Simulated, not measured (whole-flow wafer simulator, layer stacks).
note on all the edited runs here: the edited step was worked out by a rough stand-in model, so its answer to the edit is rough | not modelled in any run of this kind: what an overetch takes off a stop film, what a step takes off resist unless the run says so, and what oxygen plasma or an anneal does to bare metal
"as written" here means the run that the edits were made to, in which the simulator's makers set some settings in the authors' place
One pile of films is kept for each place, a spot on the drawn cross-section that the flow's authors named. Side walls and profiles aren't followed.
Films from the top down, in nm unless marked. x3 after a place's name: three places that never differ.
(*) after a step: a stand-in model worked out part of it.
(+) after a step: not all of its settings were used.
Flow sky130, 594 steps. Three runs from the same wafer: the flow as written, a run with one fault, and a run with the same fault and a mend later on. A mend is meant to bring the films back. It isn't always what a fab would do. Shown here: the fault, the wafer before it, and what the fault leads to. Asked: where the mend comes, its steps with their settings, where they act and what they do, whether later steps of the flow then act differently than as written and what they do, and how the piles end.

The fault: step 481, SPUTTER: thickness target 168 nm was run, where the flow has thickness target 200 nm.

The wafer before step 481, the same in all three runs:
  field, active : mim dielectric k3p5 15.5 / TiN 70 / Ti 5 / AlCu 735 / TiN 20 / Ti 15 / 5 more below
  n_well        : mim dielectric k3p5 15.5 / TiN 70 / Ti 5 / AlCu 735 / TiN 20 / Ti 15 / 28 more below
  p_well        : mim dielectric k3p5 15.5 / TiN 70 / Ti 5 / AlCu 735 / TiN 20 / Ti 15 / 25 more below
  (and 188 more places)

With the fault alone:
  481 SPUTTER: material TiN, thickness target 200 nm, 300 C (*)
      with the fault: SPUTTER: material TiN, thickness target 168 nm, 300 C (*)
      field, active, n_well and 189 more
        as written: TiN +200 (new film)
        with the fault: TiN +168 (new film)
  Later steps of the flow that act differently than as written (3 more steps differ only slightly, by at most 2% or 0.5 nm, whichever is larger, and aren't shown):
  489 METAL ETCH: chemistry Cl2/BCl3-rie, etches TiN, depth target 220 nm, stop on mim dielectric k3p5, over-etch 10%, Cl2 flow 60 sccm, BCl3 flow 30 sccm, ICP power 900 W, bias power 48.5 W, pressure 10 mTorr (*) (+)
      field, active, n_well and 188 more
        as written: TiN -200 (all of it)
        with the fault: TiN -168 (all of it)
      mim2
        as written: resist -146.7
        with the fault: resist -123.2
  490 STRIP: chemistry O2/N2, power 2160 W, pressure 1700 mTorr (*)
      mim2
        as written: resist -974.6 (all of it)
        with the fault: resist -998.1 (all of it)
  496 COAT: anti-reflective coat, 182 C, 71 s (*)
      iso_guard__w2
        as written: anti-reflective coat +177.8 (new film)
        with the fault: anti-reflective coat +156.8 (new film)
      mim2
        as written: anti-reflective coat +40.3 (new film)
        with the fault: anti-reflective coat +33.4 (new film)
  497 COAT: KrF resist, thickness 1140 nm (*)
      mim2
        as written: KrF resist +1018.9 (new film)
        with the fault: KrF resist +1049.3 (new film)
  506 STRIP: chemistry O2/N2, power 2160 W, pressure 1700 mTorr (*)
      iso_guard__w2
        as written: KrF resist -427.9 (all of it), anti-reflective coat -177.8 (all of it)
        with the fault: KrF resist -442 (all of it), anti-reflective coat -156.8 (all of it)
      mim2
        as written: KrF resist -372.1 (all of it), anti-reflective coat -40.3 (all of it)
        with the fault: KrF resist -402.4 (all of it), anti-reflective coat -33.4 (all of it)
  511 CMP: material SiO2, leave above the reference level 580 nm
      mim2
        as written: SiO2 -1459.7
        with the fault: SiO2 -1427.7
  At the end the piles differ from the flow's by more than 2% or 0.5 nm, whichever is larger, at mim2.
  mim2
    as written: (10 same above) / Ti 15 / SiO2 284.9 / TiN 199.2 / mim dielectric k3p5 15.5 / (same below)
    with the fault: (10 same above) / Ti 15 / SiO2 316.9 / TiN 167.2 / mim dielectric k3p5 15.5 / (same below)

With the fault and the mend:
  The mend comes after step 481.
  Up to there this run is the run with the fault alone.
  481a SPUTTER: material TiN, thickness target 32 nm, 300 C (*) (the flow's step 481 once more, with other settings)
      field, active, n_well and 189 more
        TiN +32
  No later step of the flow acts differently than as written at any place that is followed.
  At the end the piles are the same as the flow's at every place that both follow.
